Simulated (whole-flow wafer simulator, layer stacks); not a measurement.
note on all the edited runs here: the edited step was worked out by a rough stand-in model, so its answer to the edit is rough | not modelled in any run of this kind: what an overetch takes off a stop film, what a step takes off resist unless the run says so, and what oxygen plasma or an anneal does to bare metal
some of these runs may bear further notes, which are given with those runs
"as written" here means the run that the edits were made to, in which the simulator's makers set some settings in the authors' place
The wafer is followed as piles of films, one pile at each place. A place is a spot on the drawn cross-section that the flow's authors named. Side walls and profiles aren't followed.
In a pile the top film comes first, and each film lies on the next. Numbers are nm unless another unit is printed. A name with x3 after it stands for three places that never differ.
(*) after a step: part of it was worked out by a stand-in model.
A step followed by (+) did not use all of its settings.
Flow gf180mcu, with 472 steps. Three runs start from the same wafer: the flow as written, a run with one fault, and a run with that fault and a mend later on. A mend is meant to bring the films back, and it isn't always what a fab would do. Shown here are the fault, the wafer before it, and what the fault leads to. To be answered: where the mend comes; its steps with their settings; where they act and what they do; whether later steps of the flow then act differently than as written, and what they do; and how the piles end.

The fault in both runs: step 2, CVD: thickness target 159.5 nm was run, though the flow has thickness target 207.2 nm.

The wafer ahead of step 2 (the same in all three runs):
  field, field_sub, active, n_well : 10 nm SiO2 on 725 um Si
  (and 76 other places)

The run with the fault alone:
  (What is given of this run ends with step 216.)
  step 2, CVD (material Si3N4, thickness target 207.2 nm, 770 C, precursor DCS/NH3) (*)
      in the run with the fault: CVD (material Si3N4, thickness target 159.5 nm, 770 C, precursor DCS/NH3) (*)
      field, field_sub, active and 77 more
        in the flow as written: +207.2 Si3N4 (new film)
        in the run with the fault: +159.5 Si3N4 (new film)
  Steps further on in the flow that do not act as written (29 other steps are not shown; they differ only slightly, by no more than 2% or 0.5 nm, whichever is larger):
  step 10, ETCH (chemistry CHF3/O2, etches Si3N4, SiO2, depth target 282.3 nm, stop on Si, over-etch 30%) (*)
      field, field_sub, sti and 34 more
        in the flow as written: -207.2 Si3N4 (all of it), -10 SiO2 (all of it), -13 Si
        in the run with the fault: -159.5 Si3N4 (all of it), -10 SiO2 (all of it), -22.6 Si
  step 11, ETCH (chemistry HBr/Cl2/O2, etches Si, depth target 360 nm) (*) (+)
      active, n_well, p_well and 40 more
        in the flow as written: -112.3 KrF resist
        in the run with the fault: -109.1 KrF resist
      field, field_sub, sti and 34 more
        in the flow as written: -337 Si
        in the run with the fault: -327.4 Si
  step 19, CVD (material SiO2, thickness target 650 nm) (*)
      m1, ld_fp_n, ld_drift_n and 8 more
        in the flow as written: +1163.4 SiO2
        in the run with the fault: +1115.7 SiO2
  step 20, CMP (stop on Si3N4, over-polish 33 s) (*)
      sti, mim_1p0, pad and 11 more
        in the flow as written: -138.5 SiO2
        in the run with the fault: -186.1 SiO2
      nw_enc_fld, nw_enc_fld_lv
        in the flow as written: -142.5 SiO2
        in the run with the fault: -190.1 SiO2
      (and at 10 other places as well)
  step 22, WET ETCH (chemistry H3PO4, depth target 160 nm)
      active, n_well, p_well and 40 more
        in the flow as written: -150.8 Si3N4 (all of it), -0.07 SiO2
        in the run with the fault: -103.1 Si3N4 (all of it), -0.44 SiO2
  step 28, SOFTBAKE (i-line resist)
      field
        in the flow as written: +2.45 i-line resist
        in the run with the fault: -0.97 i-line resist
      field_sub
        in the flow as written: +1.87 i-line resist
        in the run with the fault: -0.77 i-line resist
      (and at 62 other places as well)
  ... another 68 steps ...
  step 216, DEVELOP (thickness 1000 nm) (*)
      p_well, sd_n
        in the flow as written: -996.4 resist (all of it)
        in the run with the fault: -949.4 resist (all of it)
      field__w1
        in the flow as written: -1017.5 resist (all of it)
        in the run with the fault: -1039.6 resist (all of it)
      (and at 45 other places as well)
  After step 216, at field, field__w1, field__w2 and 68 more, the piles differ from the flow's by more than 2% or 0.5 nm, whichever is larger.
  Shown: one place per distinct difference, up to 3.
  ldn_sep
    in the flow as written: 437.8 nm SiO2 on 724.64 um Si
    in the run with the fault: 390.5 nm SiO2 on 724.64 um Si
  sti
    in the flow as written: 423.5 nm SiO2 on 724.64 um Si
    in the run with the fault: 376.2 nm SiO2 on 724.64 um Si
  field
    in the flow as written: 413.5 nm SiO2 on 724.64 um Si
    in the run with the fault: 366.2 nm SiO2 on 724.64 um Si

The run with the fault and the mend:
  The mend follows step 2.
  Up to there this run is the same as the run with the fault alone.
  step 2a, CVD (material Si3N4, thickness target 47.65 nm, 770 C, precursor DCS/NH3) (*) (the flow's step 2, run once more with other settings)
      field, field_sub, active and 77 more
        +47.7 Si3N4
  None of the later steps of the flow acts differently than as written at any place that is followed.
  The piles end the same as the flow's at every place that both follow.
